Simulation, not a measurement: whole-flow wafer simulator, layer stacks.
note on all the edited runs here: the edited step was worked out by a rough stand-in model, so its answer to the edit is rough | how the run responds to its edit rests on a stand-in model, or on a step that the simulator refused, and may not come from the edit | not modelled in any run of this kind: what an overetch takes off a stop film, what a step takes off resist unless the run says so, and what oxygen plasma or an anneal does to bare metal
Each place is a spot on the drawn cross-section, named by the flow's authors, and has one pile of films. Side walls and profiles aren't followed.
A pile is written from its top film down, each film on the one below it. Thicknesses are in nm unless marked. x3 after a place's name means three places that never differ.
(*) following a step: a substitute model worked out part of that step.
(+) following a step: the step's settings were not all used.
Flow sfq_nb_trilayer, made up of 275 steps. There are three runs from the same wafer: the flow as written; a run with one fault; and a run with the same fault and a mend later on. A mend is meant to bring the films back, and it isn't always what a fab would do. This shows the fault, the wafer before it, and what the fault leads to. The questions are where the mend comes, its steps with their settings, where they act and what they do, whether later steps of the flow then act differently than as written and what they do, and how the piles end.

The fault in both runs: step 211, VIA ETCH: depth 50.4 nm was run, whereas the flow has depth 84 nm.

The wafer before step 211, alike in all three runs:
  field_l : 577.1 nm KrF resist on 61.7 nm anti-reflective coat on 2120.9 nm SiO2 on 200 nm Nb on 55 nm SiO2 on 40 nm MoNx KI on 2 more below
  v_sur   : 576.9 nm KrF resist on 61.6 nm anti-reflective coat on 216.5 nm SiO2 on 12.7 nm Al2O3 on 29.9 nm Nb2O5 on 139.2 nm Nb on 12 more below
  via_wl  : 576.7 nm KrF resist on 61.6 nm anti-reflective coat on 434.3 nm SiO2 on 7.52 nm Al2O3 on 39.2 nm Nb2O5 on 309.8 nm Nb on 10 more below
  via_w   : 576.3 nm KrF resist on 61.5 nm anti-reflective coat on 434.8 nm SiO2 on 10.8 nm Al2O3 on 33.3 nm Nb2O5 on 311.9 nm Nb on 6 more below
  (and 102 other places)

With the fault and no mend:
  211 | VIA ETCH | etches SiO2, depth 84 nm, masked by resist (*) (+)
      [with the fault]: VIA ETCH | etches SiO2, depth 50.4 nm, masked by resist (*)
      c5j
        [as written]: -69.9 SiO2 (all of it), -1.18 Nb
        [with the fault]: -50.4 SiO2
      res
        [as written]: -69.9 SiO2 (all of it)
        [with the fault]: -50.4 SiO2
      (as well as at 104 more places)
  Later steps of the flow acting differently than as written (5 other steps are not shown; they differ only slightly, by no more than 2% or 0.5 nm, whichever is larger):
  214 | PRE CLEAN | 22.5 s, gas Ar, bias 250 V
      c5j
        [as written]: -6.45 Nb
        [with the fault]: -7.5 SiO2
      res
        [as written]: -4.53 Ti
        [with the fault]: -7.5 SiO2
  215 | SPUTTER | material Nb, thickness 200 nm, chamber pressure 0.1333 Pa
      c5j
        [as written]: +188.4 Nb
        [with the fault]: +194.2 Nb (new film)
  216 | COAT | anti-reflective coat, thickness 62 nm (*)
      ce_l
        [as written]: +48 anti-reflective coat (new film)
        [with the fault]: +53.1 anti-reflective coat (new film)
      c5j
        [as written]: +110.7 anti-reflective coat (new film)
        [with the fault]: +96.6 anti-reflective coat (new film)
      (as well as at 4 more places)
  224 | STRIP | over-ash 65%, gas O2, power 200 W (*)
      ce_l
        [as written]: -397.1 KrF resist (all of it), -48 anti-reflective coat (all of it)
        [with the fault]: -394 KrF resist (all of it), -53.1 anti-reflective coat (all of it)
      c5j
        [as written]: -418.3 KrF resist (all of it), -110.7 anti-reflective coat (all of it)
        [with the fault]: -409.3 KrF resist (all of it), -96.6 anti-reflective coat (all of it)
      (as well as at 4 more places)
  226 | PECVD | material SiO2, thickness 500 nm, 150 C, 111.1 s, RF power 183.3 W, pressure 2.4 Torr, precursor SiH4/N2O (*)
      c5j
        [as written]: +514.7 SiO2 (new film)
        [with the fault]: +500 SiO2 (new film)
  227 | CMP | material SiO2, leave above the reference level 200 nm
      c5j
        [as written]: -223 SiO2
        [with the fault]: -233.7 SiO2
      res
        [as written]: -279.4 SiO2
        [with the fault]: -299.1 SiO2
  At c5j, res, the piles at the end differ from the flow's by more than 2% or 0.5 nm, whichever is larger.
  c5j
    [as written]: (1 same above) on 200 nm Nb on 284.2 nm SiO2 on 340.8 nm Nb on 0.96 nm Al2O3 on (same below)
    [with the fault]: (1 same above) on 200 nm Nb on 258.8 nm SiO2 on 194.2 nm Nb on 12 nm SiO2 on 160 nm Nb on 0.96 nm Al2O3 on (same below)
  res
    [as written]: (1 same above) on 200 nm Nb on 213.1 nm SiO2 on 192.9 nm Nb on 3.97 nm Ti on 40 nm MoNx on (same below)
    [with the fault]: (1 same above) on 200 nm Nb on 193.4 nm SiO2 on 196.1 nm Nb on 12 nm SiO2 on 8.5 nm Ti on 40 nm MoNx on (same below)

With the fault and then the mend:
  The mend stands after step 212.
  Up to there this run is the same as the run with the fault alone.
  212a | COAT | anti-reflective coat, thickness 62 nm (*) (the flow's step 204, run once more)
      field_r, ln_m5, p4_fl x3 and 61 more
        +62 anti-reflective coat (new film)
      lsp_m, ln_m6, lsp_r and 6 more
        +61.9 anti-reflective coat (new film)
      v_sur, via_wl
        +61.5 anti-reflective coat (new film)
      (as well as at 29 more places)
  212b | COAT | KrF resist, thickness 650 nm (*) (the flow's step 205, run once more)
      l0v, p4_fl x3, p4_w1 x9 and 35 more
        +650 KrF resist (new film)
      wl_b_m5, wl_b_sr, wl_c_sl and 12 more
        +649.9 KrF resist (new film)
      lsp_r, wl_j_sl, wl_j_sr
        +650.2 KrF resist (new film)
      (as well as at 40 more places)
  212c | SOFTBAKE | KrF resist (the flow's step 206, run once more)
      alters no film at any place that is followed
  212d | EXPOSE | photomask C5, dose 11.94 mJ/cm2, NA 0.6, wavelength 248 nm (*) (the flow's step 207, run once more)
      alters no film at any place that is followed
  212e | PEB | KrF resist, 90 s (the flow's step 208, run once more)
      field_l, sp_r, moat and 79 more
        -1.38 KrF resist
      v_sur, via_wl, via_w, via_wr, via_sp, be_sur, jj_sur, res
        -1.37 KrF resist
      r5r_line_l, r5r_line_c, r5r_line_r
        -1.34 KrF resist
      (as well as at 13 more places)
  212f | DEVELOP | KrF resist, thickness 650 nm, 60 s (the flow's step 209, run once more)
      field_l, v_sur, via_wl and 101 more
        -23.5 KrF resist
      c5j
        -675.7 KrF resist (all of it)
      res
        -643.8 KrF resist (all of it)
  212g | VIA ETCH | etches anti-reflective coat, depth 125 nm, masked by resist (*) (+) (the flow's step 210, run once more)
      field_l, v_sur, via_wl and 101 more
        -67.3 KrF resist
      c5j
        -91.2 anti-reflective coat (all of it), -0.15 SiO2
      res
        -80.7 anti-reflective coat (all of it), -0.2 SiO2
  212h | VIA ETCH | etches SiO2, depth 33.6 nm, masked by resist (*) (+) (the flow's step 211, run once more with other settings)
      field_l, v_sur, via_wl and 101 more
        -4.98 KrF resist
      c5j
        -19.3 SiO2 (all of it), -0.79 Nb
      res
        -19.3 SiO2 (all of it)
  212i | STRIP | over-ash 65%, gas O2, power 200 W (*) (the flow's step 212, run once more)
      p4_fl x3, p4_w1 x9, p4_g1 x2 and 33 more
        -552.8 KrF resist (all of it), -62 anti-reflective coat (all of it)
      wl_b_sl, wl_b_m5, wl_b_sr and 14 more
        -552.7 KrF resist (all of it), -62 anti-reflective coat (all of it)
      wl_j_sl, wl_j_sr
        -553 KrF resist (all of it), -60.2 anti-reflective coat (all of it)
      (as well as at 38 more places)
  Later steps of the flow that are run all act as written at every place that is followed, up to a difference of at most 2% or 0.5 nm, whichever is larger.
  The piles end only slightly different from the flow's at the places that both follow, by no more than 2% or 0.5 nm, whichever is larger.
